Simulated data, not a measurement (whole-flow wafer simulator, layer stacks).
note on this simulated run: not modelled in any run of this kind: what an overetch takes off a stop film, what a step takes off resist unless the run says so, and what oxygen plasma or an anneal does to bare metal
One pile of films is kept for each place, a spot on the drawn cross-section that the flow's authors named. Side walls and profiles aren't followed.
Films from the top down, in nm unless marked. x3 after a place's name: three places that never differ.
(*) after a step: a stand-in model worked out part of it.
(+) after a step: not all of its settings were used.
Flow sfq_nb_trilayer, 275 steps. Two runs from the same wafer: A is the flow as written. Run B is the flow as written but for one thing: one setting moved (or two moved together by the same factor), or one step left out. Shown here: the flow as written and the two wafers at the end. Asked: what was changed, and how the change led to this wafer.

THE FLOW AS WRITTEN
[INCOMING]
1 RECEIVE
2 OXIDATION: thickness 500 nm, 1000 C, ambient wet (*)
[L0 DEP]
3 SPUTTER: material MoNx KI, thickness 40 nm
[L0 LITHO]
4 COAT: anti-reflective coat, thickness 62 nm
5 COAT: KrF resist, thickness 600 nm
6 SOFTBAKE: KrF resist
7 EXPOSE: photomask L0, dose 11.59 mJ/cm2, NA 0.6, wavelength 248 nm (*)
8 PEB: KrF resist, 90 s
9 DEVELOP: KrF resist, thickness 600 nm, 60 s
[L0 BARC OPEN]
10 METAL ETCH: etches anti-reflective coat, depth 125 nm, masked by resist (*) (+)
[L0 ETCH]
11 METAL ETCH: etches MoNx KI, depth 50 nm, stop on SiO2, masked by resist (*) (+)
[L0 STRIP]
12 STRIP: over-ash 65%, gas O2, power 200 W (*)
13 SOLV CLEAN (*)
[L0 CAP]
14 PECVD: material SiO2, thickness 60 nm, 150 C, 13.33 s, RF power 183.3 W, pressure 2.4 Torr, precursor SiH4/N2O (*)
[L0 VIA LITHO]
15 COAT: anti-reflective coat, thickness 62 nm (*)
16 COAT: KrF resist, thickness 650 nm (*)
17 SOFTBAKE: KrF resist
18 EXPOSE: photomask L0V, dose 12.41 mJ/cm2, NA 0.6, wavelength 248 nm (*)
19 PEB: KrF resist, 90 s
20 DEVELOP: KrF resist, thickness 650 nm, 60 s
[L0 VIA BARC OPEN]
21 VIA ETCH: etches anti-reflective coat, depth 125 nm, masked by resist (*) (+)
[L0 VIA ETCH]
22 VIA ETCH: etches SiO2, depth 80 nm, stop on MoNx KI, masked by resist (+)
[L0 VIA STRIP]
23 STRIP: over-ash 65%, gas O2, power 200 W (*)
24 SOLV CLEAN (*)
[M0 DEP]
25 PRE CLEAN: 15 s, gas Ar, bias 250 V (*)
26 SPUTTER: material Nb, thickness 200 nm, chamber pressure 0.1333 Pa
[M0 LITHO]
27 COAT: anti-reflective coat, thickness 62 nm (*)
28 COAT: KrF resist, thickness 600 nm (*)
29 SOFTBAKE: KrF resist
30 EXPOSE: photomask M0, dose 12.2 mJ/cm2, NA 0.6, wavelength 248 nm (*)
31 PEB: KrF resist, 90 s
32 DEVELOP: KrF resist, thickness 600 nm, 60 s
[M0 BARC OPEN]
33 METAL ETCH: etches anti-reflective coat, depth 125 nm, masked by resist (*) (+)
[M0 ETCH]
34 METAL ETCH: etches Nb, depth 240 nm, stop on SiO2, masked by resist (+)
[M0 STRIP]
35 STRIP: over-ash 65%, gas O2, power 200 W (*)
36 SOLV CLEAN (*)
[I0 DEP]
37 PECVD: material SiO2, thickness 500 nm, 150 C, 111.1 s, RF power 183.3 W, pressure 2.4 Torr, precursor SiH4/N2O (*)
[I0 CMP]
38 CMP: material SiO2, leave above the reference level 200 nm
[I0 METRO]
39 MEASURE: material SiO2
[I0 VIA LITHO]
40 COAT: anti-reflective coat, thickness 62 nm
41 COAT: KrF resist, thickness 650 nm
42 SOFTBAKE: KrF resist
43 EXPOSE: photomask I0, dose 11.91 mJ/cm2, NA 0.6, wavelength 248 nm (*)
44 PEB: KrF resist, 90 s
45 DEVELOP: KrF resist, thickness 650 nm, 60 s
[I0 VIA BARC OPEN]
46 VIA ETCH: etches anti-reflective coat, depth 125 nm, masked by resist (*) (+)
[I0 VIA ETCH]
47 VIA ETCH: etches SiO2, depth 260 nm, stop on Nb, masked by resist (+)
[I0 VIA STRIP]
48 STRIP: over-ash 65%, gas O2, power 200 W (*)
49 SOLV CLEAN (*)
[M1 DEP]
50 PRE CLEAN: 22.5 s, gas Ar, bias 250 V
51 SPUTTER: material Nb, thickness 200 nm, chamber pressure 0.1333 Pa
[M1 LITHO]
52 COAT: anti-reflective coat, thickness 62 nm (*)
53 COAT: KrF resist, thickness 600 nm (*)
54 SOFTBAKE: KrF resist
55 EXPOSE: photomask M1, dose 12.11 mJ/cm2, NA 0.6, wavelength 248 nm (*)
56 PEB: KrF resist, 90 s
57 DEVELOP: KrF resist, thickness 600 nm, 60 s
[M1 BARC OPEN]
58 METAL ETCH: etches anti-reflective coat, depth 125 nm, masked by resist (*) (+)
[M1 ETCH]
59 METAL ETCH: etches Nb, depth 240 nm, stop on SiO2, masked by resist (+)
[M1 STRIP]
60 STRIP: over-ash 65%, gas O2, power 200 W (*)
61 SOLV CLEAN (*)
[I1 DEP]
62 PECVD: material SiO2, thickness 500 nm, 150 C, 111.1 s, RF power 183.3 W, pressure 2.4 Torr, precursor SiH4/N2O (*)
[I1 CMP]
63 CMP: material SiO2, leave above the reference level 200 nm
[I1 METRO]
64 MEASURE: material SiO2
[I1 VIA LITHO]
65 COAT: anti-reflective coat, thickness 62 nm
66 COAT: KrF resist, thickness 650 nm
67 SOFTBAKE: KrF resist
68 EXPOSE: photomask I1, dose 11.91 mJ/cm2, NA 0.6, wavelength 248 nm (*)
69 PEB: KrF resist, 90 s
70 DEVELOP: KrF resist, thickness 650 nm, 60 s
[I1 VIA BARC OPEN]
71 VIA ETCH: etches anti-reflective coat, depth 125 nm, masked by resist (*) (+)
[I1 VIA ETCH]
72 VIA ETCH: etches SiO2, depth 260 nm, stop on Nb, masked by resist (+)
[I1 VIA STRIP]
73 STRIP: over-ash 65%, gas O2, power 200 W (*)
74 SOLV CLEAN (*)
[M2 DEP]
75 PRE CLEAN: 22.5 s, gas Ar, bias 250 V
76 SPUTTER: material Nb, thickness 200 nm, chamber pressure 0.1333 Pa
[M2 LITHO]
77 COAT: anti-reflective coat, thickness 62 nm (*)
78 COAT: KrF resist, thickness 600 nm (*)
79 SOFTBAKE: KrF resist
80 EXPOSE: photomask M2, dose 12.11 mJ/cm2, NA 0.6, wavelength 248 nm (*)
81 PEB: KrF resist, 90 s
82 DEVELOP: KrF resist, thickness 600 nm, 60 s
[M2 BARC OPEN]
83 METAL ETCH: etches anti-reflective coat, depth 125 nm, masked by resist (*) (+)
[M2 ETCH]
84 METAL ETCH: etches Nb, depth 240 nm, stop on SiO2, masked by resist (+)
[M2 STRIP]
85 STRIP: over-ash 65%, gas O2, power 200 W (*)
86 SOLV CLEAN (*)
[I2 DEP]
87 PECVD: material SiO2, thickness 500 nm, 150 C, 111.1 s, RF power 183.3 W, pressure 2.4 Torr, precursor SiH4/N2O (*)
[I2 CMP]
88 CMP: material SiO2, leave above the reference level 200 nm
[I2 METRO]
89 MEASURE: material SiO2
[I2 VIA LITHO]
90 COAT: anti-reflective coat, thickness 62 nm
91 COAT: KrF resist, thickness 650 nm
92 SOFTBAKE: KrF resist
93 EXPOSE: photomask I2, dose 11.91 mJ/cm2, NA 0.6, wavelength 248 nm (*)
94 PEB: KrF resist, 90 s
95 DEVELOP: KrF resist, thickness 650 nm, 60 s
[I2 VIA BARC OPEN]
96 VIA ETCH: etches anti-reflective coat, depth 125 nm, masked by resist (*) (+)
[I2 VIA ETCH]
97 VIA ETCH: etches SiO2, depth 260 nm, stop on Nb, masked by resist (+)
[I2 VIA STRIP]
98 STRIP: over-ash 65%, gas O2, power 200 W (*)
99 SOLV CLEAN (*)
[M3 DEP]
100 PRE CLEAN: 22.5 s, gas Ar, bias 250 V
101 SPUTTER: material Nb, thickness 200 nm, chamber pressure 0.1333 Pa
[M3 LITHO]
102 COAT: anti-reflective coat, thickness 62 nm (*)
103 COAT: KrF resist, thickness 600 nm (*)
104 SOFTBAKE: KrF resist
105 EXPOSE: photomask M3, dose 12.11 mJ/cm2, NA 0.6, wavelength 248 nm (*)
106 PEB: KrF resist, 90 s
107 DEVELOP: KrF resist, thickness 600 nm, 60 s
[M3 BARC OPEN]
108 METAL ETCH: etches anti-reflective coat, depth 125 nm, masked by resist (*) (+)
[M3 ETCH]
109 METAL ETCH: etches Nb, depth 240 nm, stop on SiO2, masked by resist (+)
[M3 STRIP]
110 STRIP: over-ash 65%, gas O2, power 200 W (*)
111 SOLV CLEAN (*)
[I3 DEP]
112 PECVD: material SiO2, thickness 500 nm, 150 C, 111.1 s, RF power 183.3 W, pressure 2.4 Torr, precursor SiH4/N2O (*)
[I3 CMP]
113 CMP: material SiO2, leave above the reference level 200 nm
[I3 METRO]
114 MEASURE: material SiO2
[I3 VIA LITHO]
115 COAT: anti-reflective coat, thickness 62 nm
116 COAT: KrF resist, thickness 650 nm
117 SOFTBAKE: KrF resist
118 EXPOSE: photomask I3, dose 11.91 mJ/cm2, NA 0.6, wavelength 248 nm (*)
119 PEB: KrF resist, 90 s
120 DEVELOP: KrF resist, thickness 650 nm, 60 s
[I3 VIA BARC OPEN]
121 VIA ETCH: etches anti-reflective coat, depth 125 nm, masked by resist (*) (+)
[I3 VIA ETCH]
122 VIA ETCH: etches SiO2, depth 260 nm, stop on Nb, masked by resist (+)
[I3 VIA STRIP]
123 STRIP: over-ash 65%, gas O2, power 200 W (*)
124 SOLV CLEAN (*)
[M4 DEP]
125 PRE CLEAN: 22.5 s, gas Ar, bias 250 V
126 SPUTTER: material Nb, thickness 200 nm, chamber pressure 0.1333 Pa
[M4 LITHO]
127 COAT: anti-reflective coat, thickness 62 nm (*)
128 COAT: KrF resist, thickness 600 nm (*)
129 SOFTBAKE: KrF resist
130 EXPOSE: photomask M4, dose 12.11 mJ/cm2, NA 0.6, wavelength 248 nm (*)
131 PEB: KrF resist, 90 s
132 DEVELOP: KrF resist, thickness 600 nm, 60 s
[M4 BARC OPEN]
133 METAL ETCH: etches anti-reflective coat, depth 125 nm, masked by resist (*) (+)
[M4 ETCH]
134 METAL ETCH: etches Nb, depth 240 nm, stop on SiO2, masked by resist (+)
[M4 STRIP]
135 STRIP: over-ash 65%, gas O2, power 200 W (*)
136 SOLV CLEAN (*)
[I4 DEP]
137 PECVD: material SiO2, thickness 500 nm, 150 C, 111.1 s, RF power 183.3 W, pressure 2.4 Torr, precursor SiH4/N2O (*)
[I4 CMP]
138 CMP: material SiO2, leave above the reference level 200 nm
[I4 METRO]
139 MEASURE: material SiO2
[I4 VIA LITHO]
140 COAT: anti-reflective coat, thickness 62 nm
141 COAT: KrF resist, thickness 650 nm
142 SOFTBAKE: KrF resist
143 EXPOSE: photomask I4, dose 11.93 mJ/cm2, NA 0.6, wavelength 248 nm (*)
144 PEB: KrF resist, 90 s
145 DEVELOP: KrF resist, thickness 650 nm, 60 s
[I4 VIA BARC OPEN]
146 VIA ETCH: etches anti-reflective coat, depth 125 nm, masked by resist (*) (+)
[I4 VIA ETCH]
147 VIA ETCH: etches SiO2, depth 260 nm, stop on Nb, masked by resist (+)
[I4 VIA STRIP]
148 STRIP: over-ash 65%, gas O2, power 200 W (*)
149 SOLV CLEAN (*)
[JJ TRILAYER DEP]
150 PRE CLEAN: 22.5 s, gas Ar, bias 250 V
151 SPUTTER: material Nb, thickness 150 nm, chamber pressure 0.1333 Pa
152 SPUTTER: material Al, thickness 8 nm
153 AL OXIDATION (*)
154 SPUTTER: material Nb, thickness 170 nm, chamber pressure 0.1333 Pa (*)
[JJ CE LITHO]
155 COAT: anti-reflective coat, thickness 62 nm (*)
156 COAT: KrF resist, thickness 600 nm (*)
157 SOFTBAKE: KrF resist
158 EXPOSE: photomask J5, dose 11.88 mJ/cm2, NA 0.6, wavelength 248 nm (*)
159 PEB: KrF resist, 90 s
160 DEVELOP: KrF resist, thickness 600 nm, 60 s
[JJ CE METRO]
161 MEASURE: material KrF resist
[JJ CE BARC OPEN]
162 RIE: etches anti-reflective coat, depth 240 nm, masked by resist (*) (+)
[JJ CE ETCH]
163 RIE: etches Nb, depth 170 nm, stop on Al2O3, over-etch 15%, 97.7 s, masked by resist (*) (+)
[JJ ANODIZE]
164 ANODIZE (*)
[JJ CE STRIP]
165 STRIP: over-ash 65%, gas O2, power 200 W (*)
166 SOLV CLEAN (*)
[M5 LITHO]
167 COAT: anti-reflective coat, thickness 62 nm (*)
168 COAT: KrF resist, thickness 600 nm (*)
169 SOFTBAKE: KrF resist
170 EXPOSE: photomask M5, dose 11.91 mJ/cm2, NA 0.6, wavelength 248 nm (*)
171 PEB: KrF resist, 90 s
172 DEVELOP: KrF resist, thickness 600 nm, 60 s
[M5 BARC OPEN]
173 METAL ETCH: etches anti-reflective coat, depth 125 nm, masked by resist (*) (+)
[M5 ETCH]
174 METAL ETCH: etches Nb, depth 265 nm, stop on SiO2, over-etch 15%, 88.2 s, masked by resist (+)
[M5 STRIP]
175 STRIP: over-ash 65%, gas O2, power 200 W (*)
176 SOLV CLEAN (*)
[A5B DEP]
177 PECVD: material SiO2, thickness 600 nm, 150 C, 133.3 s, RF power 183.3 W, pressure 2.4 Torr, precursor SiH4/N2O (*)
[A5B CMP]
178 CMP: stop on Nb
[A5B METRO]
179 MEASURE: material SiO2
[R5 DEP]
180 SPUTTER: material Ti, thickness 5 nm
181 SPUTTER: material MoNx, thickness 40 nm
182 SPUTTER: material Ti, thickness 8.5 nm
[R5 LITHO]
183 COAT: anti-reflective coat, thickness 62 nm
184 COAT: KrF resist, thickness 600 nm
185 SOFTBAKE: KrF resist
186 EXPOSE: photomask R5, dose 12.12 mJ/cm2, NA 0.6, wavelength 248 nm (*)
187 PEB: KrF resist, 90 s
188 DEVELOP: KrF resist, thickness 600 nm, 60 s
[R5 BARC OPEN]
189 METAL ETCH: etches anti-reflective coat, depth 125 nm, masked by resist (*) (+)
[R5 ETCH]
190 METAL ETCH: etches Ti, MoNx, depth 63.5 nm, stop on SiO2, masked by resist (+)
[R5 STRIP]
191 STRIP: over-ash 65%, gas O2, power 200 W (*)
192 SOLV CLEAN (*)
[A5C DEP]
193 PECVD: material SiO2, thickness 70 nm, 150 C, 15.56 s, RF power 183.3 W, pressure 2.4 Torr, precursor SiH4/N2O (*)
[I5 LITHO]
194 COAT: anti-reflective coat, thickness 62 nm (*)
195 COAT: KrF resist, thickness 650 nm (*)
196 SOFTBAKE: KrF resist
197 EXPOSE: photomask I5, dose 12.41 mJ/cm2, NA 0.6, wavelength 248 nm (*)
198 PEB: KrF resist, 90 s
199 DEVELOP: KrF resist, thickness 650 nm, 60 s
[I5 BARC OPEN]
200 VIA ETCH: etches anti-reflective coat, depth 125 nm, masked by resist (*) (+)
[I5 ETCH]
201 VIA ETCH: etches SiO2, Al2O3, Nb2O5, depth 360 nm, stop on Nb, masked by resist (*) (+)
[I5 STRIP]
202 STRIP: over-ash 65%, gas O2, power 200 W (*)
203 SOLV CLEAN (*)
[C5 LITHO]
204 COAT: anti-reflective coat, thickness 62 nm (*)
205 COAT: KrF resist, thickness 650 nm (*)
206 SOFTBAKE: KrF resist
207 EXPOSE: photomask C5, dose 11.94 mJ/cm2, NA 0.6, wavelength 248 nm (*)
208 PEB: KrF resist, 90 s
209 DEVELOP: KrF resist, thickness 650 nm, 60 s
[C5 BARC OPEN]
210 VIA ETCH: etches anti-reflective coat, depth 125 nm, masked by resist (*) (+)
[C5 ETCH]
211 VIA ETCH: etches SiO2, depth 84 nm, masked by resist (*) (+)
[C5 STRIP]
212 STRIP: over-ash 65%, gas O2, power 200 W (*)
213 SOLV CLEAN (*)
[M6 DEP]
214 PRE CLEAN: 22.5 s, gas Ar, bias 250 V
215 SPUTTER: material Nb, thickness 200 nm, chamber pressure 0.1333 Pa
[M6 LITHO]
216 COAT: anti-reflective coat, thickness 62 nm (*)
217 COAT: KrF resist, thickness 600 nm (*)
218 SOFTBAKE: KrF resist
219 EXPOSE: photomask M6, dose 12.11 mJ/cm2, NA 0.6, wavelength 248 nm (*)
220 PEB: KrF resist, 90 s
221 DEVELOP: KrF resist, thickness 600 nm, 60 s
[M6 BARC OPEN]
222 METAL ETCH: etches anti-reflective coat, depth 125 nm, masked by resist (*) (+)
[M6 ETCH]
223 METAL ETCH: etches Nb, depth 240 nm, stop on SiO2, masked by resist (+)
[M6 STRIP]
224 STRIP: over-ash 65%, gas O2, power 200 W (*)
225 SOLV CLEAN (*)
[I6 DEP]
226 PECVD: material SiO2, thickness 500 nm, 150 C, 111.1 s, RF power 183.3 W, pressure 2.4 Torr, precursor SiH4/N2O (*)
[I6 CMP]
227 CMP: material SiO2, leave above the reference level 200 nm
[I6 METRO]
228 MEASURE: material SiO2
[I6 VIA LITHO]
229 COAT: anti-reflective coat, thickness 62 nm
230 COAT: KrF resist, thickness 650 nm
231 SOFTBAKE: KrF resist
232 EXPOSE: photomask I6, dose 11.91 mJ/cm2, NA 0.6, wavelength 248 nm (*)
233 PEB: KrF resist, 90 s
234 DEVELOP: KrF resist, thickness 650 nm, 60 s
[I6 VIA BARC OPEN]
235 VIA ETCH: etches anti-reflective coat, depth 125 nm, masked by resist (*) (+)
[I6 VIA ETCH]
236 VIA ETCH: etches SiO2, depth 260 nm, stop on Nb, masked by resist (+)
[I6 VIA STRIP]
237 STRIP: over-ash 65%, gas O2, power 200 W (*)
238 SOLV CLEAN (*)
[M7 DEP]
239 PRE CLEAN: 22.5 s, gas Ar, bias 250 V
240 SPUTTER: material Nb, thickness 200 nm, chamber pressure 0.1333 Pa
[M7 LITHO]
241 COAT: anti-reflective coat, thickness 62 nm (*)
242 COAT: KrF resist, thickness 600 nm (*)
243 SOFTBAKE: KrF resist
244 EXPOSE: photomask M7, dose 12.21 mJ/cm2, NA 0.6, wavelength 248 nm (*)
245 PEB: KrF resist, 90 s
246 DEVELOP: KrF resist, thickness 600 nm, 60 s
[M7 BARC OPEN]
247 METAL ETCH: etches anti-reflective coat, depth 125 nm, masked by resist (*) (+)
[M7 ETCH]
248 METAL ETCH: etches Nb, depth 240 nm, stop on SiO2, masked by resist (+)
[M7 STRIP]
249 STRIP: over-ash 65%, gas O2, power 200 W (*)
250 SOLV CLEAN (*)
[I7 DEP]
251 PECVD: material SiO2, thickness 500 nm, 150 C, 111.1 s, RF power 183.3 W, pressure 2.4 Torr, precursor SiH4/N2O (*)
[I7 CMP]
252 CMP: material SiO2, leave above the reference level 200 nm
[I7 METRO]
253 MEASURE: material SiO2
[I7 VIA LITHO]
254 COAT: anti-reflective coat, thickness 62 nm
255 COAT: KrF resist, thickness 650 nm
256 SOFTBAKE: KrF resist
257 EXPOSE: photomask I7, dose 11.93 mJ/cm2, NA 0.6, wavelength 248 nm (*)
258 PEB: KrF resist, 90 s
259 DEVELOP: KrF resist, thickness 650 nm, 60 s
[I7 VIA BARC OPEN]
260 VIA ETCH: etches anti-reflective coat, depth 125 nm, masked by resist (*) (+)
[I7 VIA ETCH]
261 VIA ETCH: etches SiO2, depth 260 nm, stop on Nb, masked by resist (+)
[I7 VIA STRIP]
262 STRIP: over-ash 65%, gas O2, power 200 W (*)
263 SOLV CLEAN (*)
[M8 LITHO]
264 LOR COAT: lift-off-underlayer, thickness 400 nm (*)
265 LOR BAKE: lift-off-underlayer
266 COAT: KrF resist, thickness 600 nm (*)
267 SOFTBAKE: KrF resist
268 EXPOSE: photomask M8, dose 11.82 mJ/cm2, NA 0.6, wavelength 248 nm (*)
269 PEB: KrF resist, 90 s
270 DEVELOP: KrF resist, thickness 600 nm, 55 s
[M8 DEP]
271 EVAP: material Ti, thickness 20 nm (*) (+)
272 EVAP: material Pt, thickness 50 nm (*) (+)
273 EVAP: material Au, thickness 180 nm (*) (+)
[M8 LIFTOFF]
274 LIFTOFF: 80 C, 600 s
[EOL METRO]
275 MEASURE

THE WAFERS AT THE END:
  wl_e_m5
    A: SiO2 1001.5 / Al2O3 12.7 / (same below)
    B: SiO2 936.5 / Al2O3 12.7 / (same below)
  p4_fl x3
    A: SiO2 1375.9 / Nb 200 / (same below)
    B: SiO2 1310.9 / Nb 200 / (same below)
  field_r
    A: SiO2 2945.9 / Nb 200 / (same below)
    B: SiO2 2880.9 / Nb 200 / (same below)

The cause: step 215, SPUTTER: thickness 135 nm was run, where the flow has thickness 200 nm.

How the change led to this, step by step:
  215 SPUTTER: material Nb, thickness 200 nm, chamber pressure 0.1333 Pa
      field_l, v_sur, via_wl and 100 more: A Nb +200 (new film) | B Nb +135 (new film)
      be: A Nb +147.3 | B Nb +99.9
      (and at 2 more places)
  216 COAT: anti-reflective coat, thickness 62 nm (*)
      be: A anti-reflective coat +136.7 (new film) | B anti-reflective coat +131.1 (new film)
      be_sur: A anti-reflective coat +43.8 (new film) | B anti-reflective coat +42.6 (new film)
  223 METAL ETCH: etches Nb, depth 240 nm, stop on SiO2, masked by resist (+)
      field_l, gap, moat and 76 more: A Nb -200 (all of it) | B Nb -135 (all of it)
      v_sur, via_wl, via_w and 24 more: A KrF resist -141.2 | B KrF resist -119.1
  224 STRIP: over-ash 65%, gas O2, power 200 W (*)
      wl_j_sl, wl_j_sr: A KrF resist -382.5 (all of it), anti-reflective coat -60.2 (all of it) | B KrF resist -404.6 (all of it), anti-reflective coat -60.2 (all of it)
      wl_c_m6, wl_f_m6: A KrF resist -382.3 (all of it), anti-reflective coat -62 (all of it) | B KrF resist -404.3 (all of it), anti-reflective coat -62 (all of it)
      (and at 23 more places)
  226 PECVD: material SiO2, thickness 500 nm, 150 C, 111.1 s, RF power 183.3 W, pressure 2.4 Torr, precursor SiH4/N2O (*)
      gap, wl_a_sl, m6r_space_l x2: A SiO2 +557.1 | B SiO2 +500
      be: A SiO2 +693.5 (new film) | B SiO2 +669 (new film)
  227 CMP: material SiO2, leave above the reference level 200 nm
      field_l, p4_fl x3, p4_w1 x9 and 49 more: A SiO2 -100 | B SiO2 -165
      moat, field_r, lsp_l, ln_m5, lsp_m: A SiO2 -93.6 | B SiO2 -165
      (and at 13 more places)
